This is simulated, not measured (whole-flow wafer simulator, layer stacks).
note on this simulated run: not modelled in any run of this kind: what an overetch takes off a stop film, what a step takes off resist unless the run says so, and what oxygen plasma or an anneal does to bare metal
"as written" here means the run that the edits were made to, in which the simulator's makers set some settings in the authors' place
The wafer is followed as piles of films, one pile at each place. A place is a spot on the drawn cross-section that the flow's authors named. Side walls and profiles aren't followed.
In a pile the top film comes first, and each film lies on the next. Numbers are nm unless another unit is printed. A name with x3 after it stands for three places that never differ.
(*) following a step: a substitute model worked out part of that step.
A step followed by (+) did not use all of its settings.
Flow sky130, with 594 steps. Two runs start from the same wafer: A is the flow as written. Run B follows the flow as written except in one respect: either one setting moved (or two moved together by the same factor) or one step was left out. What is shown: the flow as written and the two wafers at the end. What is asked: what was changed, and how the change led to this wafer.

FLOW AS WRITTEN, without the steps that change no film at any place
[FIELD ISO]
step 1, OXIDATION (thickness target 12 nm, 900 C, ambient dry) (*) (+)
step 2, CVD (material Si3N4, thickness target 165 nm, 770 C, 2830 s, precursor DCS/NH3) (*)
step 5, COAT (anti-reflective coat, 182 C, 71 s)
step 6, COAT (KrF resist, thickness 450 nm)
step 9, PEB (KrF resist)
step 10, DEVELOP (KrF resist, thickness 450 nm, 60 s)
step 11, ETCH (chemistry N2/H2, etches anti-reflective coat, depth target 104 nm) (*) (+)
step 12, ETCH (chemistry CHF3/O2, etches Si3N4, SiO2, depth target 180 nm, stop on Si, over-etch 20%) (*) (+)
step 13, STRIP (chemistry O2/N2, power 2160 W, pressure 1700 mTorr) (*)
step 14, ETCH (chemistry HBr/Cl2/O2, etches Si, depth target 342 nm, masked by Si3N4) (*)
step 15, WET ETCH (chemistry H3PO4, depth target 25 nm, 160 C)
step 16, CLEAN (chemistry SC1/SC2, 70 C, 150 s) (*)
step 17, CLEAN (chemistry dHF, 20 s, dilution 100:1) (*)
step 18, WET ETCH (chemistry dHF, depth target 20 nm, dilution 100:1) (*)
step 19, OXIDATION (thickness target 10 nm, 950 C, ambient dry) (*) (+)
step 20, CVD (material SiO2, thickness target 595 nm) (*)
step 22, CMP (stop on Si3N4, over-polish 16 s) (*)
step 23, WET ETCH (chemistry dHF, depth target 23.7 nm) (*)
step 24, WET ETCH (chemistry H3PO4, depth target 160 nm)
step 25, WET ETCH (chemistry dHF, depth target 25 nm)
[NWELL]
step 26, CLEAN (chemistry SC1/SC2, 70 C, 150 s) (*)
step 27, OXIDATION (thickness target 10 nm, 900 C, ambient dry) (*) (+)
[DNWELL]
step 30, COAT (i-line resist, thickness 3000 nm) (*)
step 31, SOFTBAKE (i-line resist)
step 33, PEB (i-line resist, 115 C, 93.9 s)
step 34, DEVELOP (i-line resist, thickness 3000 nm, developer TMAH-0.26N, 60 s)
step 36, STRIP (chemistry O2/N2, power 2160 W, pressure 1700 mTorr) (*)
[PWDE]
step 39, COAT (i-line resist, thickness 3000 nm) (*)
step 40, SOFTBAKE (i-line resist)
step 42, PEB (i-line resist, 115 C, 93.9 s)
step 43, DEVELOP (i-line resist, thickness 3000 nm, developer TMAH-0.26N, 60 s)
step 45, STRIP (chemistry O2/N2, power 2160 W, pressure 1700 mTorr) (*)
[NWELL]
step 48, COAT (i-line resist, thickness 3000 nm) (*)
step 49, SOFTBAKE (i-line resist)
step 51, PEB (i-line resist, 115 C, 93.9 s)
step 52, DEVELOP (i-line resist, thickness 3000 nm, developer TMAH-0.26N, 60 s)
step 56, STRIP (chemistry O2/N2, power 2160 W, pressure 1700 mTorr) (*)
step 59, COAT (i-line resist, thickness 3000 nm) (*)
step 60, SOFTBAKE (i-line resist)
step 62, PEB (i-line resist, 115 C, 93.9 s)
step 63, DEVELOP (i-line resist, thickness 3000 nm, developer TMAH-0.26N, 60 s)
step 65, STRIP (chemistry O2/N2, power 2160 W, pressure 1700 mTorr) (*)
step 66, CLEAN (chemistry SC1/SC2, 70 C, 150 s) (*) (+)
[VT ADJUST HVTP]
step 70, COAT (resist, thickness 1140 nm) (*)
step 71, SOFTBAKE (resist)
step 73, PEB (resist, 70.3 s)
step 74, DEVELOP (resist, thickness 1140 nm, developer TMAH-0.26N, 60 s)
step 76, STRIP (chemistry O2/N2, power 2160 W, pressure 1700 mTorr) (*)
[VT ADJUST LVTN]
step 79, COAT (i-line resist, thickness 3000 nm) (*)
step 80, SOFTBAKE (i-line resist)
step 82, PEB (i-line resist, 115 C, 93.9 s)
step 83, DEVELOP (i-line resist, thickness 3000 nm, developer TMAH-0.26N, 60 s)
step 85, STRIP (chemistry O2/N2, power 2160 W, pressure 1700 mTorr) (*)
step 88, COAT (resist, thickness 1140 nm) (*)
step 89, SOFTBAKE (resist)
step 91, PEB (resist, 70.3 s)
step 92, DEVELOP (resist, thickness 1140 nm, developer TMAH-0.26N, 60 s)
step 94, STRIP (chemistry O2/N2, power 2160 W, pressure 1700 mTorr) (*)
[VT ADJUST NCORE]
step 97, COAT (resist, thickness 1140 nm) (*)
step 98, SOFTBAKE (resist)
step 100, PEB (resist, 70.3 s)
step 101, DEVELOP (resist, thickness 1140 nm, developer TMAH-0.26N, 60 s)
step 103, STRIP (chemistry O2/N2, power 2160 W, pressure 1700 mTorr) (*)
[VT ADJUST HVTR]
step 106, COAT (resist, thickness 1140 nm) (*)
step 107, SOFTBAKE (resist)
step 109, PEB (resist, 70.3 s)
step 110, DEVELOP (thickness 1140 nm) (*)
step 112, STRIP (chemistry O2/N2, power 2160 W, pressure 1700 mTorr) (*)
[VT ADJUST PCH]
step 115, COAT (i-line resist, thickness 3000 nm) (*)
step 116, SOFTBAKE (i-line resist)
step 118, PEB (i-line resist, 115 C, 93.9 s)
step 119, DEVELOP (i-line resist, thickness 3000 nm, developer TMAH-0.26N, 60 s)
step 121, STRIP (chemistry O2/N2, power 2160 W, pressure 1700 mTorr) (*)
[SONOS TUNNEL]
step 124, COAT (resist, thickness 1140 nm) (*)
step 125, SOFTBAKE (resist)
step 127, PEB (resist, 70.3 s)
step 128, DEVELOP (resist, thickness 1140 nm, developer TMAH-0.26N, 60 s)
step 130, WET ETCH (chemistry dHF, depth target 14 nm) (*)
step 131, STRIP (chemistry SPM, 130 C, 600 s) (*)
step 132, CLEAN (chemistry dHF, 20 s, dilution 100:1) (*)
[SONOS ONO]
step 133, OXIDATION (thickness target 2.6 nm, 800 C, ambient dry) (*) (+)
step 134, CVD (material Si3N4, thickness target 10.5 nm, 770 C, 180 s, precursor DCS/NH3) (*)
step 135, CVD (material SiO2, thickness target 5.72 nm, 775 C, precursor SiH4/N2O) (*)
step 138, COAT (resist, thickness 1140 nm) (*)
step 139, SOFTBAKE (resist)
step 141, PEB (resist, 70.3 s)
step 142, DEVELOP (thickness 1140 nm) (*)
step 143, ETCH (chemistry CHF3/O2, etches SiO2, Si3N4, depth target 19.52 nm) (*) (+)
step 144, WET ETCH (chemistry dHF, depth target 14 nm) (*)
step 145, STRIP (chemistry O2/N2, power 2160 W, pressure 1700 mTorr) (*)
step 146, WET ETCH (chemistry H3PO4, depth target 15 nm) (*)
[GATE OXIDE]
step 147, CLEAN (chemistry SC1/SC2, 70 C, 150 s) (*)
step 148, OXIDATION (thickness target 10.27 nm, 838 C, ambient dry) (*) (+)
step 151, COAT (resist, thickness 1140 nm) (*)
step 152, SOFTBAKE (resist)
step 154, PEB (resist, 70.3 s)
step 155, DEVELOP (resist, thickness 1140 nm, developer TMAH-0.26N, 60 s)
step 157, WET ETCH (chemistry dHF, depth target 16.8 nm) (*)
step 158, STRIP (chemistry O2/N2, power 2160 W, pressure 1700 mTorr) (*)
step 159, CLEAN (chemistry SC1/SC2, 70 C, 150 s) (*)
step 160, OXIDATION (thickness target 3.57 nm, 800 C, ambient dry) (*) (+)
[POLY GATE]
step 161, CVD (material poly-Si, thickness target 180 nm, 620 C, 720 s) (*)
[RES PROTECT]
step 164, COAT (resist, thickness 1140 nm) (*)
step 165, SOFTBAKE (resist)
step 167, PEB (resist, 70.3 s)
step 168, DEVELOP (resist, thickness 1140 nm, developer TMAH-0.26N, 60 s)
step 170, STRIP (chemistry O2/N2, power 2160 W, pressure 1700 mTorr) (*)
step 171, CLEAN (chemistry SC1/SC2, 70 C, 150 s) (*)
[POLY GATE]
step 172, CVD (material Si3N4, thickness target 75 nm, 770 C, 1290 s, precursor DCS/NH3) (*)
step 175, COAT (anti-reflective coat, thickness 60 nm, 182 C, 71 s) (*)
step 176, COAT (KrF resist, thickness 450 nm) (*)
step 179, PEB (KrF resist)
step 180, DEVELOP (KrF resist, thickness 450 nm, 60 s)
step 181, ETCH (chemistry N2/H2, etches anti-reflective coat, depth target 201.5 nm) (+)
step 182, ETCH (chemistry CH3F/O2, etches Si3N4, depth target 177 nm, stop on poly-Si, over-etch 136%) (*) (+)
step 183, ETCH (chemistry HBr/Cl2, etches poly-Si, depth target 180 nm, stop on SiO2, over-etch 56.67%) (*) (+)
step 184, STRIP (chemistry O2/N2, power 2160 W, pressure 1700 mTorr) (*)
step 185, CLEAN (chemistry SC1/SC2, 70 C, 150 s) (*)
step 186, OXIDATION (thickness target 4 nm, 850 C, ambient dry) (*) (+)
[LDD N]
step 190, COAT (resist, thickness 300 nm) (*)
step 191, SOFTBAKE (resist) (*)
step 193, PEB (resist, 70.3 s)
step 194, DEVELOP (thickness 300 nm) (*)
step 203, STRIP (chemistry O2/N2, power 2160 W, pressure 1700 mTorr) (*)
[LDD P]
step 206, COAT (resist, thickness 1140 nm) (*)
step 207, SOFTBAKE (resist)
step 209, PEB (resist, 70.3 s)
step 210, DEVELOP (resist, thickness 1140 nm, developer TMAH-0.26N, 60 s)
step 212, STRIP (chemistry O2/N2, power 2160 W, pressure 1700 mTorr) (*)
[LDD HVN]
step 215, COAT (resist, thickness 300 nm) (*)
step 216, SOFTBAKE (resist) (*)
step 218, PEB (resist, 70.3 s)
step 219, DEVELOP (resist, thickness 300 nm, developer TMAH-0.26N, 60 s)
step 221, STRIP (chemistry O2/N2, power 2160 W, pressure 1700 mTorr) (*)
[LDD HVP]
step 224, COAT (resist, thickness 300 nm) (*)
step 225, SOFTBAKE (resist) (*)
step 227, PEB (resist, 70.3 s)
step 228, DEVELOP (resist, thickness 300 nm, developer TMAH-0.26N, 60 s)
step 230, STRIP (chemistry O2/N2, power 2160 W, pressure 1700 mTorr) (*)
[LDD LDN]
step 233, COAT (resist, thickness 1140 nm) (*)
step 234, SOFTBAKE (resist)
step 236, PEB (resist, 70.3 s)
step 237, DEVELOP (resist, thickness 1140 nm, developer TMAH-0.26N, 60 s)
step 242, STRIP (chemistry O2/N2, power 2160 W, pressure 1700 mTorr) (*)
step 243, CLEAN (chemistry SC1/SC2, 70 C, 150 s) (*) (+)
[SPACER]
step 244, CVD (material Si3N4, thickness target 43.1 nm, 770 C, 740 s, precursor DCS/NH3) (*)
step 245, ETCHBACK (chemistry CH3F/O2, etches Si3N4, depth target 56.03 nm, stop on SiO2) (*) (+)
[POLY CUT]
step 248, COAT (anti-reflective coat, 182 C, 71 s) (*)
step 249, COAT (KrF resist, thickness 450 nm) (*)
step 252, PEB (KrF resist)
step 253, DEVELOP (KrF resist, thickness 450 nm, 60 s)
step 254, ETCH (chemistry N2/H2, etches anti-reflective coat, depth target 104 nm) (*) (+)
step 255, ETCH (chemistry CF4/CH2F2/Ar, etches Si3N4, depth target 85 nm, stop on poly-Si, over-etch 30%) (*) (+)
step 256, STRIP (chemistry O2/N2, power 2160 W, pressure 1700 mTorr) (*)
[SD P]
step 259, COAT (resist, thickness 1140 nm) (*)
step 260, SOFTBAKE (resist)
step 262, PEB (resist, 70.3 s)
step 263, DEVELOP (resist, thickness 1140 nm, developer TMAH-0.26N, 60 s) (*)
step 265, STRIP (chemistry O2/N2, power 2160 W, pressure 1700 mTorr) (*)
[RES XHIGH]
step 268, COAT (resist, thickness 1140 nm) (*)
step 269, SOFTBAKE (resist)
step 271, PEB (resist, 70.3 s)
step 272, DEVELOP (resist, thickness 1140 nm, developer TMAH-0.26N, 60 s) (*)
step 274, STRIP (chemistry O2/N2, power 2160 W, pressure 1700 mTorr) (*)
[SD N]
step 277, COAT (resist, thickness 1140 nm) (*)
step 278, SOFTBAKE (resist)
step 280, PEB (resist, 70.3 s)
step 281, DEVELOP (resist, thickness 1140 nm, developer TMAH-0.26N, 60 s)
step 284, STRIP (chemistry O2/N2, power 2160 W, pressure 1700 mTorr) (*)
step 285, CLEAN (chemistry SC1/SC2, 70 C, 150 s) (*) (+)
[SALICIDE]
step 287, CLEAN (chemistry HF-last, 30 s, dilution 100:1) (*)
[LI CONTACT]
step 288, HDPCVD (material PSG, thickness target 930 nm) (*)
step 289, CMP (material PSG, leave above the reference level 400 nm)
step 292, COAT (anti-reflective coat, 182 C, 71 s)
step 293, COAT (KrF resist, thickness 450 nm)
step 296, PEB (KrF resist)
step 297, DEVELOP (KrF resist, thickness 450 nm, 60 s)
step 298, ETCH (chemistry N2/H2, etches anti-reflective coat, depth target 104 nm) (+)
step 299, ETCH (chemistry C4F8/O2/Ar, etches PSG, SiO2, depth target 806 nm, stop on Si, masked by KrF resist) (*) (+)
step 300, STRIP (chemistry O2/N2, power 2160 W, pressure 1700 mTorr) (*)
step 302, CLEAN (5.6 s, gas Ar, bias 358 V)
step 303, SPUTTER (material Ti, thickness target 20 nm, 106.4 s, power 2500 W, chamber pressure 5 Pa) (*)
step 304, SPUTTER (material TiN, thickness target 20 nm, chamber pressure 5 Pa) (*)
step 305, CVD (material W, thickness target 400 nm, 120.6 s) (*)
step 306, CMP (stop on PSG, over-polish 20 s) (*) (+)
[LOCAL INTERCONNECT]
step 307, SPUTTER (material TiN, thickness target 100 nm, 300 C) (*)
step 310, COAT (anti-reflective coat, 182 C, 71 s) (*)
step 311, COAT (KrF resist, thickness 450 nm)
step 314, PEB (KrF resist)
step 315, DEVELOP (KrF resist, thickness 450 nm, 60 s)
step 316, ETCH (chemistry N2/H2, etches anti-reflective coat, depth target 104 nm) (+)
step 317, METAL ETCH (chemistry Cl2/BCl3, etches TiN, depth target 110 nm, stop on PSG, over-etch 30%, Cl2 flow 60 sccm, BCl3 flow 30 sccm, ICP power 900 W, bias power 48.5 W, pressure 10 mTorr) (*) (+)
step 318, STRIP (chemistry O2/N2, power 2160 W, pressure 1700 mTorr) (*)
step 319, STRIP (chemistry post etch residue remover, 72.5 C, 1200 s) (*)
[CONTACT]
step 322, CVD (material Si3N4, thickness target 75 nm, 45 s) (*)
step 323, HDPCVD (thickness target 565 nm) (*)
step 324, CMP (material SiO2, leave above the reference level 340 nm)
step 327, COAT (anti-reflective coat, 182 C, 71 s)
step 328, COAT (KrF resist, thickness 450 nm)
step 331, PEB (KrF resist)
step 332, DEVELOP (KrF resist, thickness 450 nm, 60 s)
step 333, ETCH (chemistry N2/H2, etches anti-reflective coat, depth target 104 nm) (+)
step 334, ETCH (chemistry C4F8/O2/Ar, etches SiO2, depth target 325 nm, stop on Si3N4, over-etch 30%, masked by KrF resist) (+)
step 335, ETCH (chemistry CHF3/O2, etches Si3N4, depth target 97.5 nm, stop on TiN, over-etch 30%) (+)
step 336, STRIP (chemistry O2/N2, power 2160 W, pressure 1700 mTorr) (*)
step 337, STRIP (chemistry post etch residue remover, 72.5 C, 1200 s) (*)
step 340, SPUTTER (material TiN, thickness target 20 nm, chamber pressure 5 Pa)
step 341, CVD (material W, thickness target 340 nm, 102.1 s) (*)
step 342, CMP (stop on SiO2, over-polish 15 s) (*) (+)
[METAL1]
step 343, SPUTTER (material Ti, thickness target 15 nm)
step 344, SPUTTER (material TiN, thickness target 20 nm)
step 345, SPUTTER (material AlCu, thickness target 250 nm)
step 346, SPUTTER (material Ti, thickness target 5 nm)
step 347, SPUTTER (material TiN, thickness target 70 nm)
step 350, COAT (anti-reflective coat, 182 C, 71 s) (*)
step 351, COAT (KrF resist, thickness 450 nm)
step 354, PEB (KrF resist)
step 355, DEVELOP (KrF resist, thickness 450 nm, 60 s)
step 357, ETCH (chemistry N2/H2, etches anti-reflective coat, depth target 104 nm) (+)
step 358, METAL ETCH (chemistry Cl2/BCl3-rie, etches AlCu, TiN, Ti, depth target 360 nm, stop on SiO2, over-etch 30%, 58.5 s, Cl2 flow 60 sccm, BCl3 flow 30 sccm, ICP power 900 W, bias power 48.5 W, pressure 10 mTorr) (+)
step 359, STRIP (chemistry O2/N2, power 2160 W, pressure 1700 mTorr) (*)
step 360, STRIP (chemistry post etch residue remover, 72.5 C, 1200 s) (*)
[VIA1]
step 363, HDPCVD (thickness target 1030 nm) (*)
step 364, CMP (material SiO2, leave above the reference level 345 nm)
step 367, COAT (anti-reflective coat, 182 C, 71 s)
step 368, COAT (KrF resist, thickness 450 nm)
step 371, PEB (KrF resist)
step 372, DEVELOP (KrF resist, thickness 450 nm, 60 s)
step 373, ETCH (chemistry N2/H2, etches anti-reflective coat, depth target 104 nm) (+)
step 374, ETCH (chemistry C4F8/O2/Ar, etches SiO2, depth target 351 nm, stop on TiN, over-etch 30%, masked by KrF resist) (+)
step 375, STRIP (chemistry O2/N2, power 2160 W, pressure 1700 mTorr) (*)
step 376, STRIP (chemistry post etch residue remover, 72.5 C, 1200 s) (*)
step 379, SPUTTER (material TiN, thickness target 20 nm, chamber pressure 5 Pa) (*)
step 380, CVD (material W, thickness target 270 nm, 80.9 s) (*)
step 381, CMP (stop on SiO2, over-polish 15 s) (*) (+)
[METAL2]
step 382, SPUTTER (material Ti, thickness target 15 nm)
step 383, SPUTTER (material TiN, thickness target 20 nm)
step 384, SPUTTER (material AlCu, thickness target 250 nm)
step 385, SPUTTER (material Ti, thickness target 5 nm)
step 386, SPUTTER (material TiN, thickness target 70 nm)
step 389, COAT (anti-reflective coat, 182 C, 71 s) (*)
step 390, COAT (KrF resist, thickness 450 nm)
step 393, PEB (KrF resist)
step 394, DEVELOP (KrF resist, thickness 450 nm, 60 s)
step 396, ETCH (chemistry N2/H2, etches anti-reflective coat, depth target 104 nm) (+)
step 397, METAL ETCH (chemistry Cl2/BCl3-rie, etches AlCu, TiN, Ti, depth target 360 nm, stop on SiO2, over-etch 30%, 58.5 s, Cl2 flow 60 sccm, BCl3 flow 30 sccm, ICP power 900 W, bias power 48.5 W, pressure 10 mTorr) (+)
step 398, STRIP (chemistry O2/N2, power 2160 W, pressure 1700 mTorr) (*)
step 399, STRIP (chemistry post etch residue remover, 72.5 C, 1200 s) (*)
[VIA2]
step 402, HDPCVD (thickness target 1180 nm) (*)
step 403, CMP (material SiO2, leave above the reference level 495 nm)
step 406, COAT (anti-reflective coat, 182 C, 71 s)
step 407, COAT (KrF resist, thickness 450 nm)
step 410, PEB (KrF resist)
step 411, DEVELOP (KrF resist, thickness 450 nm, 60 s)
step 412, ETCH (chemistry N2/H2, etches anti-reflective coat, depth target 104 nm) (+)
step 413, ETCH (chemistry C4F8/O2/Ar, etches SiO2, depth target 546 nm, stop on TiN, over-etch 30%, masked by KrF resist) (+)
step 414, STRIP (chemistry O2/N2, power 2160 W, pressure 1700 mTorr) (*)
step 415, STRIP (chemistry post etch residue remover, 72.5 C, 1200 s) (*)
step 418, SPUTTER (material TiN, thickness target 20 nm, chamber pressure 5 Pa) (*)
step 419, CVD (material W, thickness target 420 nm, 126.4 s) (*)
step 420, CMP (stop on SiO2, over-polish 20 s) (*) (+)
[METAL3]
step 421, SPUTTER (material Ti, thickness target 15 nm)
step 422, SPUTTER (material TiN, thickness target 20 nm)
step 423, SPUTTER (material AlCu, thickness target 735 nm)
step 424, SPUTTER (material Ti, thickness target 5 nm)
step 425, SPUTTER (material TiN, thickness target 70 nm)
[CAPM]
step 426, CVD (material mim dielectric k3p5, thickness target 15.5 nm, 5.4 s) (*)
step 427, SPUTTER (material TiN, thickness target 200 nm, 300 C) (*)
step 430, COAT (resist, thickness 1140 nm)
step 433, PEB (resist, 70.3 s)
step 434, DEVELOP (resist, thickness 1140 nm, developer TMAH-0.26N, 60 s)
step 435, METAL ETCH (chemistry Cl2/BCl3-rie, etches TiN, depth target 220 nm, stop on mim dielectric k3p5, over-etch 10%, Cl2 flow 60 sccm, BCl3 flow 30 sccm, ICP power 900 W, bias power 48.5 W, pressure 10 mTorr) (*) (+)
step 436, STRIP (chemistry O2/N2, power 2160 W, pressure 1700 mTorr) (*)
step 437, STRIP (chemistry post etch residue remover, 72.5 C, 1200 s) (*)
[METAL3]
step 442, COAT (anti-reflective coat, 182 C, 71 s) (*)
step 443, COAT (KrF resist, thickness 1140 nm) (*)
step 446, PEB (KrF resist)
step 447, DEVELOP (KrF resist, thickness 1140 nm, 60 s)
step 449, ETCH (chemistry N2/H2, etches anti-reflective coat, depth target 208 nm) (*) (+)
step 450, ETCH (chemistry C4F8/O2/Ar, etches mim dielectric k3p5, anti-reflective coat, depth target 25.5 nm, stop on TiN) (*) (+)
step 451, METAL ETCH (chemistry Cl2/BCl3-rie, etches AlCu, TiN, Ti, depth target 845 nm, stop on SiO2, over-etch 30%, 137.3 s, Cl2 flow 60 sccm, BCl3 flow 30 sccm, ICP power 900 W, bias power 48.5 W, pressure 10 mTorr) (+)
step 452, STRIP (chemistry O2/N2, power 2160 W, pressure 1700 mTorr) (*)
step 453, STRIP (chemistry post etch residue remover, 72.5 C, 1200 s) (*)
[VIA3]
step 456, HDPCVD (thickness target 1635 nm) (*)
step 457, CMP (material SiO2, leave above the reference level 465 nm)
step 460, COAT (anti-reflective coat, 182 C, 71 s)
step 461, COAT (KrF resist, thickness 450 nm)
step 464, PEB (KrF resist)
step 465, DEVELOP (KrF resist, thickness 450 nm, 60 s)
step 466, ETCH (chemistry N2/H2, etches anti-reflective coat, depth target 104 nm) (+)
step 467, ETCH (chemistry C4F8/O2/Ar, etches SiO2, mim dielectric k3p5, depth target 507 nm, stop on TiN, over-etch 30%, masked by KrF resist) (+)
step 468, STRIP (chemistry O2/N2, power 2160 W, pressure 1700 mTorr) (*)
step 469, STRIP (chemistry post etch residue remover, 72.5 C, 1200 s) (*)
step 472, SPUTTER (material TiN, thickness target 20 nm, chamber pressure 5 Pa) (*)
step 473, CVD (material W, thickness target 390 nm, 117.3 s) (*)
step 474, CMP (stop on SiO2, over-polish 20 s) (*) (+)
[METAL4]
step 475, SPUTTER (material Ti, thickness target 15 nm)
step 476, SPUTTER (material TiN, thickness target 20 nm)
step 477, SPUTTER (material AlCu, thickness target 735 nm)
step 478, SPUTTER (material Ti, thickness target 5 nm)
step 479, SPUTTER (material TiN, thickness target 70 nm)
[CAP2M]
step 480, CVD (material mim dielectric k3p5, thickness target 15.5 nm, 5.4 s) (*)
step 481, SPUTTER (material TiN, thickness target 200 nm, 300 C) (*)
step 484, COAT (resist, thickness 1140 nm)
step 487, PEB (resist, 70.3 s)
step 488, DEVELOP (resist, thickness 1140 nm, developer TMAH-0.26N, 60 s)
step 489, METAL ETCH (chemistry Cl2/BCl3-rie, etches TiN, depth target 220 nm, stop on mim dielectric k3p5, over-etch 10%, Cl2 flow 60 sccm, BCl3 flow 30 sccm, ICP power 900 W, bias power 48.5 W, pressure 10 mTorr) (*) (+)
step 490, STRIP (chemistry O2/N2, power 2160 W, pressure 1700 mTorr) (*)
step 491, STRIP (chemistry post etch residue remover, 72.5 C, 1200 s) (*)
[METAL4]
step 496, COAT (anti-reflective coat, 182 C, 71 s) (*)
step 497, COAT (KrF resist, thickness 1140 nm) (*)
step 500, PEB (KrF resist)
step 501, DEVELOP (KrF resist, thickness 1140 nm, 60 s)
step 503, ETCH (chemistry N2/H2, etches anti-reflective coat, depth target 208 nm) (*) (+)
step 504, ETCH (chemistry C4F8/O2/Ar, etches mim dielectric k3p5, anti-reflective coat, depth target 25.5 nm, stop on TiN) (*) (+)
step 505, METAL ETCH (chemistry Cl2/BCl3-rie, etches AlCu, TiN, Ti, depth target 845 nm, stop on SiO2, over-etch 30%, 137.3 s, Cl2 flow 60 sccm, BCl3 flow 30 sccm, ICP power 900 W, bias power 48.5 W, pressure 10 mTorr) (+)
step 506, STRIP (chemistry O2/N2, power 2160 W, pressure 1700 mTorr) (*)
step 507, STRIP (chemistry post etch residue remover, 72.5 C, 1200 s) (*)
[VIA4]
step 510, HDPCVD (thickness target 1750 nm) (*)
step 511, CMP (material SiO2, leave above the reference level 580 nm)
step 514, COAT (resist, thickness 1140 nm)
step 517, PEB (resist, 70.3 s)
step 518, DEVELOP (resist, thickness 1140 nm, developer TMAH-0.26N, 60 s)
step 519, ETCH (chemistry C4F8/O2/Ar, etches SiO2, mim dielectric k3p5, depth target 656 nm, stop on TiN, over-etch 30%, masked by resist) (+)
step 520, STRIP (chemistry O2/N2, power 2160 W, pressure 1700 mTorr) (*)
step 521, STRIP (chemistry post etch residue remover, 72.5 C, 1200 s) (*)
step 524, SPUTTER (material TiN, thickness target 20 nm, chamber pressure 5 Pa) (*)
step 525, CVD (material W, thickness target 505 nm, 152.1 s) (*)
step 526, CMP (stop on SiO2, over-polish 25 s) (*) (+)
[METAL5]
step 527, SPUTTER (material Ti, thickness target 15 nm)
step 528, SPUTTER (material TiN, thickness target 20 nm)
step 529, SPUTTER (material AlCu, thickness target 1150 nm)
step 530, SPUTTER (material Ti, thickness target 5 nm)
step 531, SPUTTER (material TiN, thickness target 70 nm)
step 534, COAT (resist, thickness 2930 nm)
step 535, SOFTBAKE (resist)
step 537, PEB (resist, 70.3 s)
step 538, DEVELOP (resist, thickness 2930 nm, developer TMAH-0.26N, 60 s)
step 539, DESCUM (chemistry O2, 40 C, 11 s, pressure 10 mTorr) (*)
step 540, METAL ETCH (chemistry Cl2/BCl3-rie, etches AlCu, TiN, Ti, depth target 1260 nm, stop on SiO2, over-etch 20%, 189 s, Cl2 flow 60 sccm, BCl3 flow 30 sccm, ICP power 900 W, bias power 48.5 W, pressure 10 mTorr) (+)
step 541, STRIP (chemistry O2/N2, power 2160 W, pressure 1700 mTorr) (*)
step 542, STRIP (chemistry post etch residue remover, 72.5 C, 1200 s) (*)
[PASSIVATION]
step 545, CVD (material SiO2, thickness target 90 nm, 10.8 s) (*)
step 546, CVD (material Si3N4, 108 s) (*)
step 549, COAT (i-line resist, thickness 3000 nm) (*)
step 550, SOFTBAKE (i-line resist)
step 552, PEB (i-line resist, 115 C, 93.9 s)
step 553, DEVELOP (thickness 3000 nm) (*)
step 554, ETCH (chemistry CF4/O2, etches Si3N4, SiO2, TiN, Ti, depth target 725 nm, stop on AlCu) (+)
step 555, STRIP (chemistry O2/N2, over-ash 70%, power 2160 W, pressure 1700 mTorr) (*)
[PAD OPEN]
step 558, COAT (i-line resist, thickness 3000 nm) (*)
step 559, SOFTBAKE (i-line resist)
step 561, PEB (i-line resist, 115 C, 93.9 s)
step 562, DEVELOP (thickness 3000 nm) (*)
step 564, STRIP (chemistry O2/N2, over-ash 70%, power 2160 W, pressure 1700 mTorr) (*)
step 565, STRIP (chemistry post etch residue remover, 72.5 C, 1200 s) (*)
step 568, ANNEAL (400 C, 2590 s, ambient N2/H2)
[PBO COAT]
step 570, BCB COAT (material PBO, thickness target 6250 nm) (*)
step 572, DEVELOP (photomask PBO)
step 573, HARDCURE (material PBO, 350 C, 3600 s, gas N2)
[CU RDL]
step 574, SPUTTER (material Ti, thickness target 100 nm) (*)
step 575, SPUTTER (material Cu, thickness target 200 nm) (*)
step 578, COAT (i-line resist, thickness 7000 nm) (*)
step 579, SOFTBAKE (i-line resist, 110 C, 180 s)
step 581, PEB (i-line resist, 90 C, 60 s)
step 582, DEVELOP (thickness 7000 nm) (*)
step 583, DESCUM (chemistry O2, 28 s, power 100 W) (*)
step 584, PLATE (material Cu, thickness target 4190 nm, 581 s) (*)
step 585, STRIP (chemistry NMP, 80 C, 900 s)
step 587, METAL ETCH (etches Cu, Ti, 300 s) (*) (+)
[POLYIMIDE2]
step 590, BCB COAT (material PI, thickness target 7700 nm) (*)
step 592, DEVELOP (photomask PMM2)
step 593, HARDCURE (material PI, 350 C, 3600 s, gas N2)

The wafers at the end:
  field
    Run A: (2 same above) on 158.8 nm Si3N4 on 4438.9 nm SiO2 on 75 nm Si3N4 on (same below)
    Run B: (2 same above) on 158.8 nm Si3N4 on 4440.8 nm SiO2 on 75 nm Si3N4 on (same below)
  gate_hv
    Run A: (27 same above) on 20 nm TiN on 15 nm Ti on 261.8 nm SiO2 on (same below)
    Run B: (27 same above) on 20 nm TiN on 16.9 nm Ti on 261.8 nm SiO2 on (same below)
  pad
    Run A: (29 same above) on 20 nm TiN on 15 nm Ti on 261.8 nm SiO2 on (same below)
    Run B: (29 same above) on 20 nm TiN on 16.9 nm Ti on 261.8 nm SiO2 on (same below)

The reason: step 343, SPUTTER: thickness target 16.9 nm was run, whereas the flow has thickness target 15 nm.
The wafer itself shows it: gate_hv has Ti 16.9, and step 343 as written asks for 15 nm.

The path from the change to this, step by step:
  step 343, SPUTTER (material Ti, thickness target 15 nm)
      field, active, n_well and 188 more: A Ti gains 15 (new film) | B Ti gains 16.9 (new film)
  step 358, METAL ETCH (chemistry Cl2/BCl3-rie, etches AlCu, TiN, Ti, depth target 360 nm, stop on SiO2, over-etch 30%, 58.5 s, Cl2 flow 60 sccm, BCl3 flow 30 sccm, ICP power 900 W, bias power 48.5 W, pressure 10 mTorr) (+)
      field, active, gate and 81 more: A TiN loses 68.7 (all of it), Ti loses 5 (all of it), AlCu loses 250 (all of it), TiN loses 20 (all of it), Ti loses 15 (all of it), SiO2 loses 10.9 | B TiN loses 68.7 (all of it), Ti loses 5 (all of it), AlCu loses 250 (all of it), TiN loses 20 (all of it), Ti loses 16.9 (all of it), SiO2 loses 10.7
